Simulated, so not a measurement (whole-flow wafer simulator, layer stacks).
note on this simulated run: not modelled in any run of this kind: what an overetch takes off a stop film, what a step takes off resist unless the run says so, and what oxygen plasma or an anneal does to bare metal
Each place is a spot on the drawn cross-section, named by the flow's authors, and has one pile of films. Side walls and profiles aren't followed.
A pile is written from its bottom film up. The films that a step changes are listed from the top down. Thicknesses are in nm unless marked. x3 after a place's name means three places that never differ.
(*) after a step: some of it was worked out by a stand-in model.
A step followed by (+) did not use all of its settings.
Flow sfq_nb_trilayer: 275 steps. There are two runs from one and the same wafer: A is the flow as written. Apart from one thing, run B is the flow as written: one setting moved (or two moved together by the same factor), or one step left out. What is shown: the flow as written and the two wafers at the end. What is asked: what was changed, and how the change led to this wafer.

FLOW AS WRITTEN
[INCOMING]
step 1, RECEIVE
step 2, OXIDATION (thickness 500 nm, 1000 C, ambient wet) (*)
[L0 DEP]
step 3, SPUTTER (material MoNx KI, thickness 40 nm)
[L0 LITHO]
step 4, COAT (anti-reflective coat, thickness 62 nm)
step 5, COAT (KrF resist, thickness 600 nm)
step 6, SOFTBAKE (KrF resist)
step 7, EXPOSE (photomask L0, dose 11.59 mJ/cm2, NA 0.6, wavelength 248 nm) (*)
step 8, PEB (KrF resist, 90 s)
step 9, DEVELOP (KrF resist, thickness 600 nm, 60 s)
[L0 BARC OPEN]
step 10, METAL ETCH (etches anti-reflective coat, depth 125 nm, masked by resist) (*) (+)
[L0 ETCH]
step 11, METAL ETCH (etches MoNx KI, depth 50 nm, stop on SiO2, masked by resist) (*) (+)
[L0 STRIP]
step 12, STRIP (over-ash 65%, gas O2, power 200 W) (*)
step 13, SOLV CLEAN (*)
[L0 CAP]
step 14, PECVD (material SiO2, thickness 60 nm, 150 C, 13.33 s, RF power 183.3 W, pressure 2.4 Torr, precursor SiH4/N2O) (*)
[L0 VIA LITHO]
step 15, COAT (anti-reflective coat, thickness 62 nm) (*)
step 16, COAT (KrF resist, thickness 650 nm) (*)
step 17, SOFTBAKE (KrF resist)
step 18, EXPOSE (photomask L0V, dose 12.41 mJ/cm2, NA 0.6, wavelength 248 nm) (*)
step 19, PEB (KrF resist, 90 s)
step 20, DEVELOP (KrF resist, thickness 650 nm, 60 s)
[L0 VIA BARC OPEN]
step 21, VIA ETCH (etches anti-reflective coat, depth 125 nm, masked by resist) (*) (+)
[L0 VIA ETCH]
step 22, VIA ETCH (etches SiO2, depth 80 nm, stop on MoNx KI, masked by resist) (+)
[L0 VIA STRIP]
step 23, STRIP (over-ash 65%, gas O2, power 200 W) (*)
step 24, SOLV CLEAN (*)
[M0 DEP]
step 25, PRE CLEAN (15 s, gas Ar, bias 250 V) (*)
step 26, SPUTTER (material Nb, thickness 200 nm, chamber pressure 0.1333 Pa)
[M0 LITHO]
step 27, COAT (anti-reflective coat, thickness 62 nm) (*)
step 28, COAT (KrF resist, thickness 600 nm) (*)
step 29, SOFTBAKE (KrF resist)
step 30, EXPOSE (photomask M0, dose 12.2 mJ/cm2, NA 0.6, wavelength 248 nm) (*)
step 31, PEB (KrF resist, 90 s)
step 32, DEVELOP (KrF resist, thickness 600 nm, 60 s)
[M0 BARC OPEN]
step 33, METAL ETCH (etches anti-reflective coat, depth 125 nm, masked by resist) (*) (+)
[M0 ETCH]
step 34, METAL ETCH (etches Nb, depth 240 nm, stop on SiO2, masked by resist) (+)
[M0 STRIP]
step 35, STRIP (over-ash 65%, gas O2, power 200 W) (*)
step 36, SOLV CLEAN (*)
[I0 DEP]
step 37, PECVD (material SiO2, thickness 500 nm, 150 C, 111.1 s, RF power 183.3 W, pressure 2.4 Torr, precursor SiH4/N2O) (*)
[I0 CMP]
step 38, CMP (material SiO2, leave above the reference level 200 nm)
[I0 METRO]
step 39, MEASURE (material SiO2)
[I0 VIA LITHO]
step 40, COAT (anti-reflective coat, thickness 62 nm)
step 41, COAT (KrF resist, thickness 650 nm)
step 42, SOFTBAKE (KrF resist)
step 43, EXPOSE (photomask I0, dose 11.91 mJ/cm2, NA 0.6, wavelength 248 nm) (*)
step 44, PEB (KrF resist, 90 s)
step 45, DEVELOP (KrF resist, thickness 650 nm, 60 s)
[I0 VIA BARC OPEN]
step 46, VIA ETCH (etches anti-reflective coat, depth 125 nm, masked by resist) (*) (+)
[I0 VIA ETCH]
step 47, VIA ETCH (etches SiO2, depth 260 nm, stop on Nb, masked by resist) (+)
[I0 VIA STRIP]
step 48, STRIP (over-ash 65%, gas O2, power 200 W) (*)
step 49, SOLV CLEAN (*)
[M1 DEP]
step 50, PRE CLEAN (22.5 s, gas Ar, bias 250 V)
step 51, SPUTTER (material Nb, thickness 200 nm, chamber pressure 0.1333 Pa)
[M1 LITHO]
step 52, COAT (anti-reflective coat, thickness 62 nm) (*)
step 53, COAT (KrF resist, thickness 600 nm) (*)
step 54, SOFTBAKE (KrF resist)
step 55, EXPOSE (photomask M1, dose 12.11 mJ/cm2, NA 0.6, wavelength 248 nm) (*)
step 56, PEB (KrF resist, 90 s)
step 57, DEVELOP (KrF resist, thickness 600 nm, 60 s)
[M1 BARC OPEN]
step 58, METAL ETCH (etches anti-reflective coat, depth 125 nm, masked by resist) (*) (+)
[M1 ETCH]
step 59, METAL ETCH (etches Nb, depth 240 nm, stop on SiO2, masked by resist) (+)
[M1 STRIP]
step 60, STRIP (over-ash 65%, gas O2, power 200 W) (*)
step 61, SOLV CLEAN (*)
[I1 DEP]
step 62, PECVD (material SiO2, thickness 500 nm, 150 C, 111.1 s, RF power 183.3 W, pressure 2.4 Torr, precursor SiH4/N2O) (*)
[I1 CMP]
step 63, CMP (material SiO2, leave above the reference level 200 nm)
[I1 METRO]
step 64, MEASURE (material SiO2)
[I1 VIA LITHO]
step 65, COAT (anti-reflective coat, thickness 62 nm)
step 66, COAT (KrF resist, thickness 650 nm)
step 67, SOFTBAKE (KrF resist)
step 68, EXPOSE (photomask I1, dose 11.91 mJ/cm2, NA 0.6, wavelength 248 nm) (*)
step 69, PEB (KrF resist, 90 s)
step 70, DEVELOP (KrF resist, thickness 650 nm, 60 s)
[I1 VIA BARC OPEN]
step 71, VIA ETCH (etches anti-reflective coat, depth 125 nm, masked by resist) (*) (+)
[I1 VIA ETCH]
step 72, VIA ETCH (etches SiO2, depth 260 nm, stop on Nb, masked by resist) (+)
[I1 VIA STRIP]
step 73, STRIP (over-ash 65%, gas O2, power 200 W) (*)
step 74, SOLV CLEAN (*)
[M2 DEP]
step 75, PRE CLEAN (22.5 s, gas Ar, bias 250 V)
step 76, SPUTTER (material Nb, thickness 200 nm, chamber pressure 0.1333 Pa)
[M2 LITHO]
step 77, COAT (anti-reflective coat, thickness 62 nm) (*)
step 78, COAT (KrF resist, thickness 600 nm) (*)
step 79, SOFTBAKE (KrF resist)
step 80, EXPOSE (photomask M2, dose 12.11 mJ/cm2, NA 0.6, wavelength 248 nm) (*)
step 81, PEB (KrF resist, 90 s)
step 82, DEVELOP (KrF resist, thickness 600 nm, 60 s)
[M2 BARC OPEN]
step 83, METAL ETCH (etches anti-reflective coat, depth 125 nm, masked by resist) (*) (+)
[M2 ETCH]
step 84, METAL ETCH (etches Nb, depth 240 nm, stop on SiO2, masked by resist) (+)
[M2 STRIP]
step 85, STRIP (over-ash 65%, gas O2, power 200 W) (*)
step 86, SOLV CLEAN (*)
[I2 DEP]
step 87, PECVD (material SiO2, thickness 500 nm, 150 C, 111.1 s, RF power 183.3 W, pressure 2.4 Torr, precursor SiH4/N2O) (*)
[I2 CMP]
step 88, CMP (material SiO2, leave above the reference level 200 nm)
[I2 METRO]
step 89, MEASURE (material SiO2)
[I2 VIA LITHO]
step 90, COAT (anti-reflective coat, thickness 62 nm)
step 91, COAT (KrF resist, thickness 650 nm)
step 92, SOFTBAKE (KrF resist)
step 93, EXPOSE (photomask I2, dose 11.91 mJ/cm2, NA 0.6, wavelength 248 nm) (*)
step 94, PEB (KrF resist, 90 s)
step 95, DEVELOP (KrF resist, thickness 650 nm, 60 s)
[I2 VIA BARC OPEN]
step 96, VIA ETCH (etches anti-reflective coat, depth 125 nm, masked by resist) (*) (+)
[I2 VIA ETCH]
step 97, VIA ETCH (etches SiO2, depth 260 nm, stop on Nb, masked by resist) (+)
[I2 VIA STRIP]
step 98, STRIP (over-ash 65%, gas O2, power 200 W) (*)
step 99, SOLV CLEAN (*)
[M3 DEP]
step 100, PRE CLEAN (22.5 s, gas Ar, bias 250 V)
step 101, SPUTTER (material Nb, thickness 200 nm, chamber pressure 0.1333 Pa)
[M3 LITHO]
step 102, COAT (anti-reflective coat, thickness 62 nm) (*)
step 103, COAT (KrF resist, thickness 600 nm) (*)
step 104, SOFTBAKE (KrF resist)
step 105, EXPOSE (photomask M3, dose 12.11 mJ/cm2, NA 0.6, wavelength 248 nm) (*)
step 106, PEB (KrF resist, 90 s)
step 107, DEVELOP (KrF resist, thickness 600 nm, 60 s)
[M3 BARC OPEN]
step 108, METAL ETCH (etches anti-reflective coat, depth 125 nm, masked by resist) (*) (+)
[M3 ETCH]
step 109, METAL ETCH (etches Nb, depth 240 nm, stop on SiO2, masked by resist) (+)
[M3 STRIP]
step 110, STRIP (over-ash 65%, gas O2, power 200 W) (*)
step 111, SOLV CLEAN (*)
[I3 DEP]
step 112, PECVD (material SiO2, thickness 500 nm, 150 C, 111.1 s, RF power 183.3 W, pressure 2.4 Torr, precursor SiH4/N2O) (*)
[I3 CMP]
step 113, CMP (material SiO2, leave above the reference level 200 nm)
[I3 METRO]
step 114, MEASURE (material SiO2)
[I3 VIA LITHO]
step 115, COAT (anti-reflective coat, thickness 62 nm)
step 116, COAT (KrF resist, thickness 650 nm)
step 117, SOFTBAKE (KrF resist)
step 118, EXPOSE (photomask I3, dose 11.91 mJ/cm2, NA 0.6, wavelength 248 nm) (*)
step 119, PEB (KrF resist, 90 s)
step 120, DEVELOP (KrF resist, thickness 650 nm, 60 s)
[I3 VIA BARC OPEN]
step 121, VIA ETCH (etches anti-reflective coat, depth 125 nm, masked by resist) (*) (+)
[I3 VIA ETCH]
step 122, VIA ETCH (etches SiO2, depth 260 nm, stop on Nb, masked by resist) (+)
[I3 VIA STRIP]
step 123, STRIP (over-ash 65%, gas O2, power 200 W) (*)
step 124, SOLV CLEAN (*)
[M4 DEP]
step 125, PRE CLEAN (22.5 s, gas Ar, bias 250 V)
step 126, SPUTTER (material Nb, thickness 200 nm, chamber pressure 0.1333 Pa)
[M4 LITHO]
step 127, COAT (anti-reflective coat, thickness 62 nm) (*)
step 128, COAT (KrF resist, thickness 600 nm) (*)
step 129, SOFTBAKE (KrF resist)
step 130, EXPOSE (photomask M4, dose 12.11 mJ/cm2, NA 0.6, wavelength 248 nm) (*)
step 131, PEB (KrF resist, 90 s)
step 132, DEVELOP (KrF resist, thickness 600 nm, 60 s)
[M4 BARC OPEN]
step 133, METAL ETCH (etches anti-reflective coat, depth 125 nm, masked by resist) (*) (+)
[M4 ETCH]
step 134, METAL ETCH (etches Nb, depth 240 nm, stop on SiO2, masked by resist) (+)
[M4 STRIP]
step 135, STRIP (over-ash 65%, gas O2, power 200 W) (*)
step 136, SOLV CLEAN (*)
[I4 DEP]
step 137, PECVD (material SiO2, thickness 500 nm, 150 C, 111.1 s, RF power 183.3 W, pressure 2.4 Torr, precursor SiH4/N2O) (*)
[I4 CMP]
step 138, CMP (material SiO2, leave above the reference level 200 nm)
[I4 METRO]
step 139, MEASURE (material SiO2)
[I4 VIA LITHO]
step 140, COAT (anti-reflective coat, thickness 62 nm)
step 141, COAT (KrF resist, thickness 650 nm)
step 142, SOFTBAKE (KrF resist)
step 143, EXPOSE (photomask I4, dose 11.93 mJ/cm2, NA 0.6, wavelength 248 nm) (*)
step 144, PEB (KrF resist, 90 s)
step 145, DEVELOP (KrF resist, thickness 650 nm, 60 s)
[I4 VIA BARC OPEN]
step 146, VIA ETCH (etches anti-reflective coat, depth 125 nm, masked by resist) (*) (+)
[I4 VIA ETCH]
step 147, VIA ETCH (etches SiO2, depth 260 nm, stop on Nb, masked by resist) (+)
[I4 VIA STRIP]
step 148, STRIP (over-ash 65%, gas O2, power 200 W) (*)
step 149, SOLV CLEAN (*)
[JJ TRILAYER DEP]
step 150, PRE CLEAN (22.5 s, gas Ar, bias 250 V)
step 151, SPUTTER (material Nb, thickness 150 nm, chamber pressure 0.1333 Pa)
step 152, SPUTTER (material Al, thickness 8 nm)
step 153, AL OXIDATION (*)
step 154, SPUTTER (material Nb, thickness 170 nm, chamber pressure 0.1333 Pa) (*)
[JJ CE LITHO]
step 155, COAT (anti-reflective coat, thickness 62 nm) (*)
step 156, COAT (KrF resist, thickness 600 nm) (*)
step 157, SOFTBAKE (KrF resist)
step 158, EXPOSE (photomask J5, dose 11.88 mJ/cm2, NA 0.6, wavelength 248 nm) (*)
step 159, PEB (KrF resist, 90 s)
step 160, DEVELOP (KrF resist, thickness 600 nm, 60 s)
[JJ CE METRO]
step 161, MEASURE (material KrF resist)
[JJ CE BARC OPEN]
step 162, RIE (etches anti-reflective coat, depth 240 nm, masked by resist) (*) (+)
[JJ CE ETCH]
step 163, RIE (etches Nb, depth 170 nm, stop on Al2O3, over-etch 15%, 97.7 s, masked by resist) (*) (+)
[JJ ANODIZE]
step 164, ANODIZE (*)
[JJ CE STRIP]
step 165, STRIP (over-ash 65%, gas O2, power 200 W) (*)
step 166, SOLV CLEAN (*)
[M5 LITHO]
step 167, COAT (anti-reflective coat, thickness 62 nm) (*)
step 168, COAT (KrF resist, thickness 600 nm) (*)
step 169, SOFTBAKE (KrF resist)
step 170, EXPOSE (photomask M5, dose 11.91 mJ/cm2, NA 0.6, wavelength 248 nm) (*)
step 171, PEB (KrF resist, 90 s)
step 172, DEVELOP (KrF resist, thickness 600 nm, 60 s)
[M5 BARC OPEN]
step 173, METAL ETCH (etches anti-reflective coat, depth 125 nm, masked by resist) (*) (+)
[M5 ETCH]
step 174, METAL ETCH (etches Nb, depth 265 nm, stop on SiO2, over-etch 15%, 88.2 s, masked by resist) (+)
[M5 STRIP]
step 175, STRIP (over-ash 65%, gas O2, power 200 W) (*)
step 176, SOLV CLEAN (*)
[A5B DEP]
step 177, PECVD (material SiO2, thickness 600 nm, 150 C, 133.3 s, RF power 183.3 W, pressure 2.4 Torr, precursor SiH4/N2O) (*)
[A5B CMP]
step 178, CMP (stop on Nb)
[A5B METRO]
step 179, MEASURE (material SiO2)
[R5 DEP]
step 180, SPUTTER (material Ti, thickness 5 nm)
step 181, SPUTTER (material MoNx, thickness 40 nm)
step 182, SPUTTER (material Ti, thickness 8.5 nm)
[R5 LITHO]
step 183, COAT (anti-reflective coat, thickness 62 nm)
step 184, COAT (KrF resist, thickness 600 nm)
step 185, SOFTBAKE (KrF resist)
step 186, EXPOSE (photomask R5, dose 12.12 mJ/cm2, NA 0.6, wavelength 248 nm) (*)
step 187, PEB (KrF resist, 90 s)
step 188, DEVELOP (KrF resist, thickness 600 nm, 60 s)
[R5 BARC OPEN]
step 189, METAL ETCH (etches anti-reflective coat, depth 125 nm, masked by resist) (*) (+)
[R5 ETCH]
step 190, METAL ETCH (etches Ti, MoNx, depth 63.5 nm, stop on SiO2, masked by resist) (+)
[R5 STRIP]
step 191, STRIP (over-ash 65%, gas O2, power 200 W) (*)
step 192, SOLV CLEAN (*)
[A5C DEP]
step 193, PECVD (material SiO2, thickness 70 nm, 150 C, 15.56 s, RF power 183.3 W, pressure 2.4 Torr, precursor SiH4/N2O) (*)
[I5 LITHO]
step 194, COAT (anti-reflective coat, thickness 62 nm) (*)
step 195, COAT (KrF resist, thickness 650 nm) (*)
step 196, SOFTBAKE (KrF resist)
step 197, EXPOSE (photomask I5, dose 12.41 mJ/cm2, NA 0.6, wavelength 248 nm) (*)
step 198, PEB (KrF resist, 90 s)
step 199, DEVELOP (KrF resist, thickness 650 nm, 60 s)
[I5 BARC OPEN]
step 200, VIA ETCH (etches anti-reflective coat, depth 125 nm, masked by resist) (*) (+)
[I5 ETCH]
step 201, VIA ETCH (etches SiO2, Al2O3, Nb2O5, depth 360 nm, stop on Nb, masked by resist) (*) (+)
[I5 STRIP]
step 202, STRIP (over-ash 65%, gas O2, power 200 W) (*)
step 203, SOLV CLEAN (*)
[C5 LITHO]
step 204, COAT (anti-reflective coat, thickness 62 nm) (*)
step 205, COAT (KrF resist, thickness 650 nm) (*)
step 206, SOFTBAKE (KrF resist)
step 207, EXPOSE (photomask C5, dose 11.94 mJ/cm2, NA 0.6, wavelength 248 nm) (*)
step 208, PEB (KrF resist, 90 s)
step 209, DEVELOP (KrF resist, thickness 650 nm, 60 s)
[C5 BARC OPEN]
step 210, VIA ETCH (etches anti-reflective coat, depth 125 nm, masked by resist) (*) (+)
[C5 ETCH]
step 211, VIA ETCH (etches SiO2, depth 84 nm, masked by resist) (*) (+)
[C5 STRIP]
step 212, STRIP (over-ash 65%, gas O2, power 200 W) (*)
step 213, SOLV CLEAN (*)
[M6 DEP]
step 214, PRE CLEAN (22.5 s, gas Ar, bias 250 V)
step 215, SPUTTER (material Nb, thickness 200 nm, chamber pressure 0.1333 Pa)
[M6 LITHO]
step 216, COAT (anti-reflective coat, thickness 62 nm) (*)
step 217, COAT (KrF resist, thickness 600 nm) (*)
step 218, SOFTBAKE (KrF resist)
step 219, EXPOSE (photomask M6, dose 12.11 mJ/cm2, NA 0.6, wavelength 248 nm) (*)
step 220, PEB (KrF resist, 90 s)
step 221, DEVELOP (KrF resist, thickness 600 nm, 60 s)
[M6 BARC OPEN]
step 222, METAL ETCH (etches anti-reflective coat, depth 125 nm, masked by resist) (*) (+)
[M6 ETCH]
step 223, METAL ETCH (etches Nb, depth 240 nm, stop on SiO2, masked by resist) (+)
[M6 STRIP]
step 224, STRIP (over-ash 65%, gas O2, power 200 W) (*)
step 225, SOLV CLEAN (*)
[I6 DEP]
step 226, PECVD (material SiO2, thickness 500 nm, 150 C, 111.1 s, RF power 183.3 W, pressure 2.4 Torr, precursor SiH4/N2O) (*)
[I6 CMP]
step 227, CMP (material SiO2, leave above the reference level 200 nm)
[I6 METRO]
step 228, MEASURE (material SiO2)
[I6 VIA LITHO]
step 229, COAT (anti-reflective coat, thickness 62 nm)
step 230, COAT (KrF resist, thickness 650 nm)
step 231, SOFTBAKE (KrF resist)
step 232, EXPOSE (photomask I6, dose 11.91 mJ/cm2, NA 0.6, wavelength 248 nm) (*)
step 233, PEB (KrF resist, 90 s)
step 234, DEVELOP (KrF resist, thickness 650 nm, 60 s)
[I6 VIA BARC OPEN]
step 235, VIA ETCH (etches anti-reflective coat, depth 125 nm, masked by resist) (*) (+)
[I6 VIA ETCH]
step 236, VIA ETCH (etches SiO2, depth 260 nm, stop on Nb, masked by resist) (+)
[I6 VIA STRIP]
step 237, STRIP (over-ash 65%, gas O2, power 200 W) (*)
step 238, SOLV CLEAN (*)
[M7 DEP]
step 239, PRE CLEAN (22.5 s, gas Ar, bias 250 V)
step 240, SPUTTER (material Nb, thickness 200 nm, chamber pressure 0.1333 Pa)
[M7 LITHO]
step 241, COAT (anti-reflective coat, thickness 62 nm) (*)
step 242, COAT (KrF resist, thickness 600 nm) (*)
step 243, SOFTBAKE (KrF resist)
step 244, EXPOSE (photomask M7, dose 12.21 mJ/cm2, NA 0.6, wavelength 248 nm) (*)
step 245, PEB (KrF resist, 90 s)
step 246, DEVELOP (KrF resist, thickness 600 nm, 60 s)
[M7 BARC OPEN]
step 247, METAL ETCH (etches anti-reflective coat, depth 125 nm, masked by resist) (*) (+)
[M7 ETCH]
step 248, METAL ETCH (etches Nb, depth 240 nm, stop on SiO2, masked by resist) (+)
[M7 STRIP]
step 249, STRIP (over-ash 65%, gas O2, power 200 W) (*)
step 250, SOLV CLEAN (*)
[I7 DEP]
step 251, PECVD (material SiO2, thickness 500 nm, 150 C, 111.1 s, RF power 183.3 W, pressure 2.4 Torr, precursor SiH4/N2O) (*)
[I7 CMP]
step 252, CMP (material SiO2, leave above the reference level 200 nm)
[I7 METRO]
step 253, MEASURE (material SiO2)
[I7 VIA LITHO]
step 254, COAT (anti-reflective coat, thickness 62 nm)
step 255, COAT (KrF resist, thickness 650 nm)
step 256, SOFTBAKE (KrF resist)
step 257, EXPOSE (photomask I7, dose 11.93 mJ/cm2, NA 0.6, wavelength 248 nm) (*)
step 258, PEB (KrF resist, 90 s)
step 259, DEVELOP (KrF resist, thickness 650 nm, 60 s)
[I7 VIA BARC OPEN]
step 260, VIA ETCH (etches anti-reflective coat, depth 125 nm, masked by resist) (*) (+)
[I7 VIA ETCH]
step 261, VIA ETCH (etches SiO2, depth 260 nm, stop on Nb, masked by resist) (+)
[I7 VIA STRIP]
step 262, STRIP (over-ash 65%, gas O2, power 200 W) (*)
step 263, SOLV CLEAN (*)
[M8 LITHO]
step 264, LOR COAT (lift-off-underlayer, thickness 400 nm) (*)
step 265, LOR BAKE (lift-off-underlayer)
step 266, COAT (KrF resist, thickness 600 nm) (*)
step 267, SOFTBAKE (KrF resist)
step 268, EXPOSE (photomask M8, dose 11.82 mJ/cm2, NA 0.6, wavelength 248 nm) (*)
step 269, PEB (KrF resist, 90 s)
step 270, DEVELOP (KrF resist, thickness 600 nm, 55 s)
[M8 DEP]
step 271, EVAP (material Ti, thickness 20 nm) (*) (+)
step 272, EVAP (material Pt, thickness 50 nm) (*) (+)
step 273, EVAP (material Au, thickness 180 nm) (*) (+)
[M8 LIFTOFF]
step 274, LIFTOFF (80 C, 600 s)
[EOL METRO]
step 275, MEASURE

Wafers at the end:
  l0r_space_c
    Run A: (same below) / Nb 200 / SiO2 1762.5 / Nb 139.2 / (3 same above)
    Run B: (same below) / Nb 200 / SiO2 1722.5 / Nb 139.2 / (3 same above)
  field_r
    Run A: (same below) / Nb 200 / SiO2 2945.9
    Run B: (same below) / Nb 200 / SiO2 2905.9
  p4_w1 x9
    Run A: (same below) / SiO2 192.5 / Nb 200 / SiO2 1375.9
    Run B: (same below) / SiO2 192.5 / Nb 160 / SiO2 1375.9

What caused this: step 126, SPUTTER: thickness 160 nm was run, while the flow as written has thickness 200 nm.
The wafer itself shows it: p4_w1 x9 has Nb 160, and step 126 as written asks for 200 nm.

Step by step, how the change led to this:
  step 126, SPUTTER (material Nb, thickness 200 nm, chamber pressure 0.1333 Pa)
      field_l, v_sur, via_wl and 102 more: A +200 Nb (new film) | B +160 Nb (new film)
      via_v: A +165.5 Nb | B +132.2 Nb
  step 134, METAL ETCH (etches Nb, depth 240 nm, stop on SiO2, masked by resist) (+)
      field_l, be, be_sur and 64 more: A -200 Nb (all of it) | B -160 Nb (all of it)
  step 137, PECVD (material SiO2, thickness 500 nm, 150 C, 111.1 s, RF power 183.3 W, pressure 2.4 Torr, precursor SiH4/N2O) (*)
      p3_s0 x6: A +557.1 SiO2 | B +517.1 SiO2
  step 138, CMP (material SiO2, leave above the reference level 200 nm)
      field_l, be, be_sur and 55 more: A -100 SiO2 | B -140 SiO2
      lsp_r, l0_sur, l0v: A -91.9 SiO2 | B -133.5 SiO2
      (also at 1 further place)
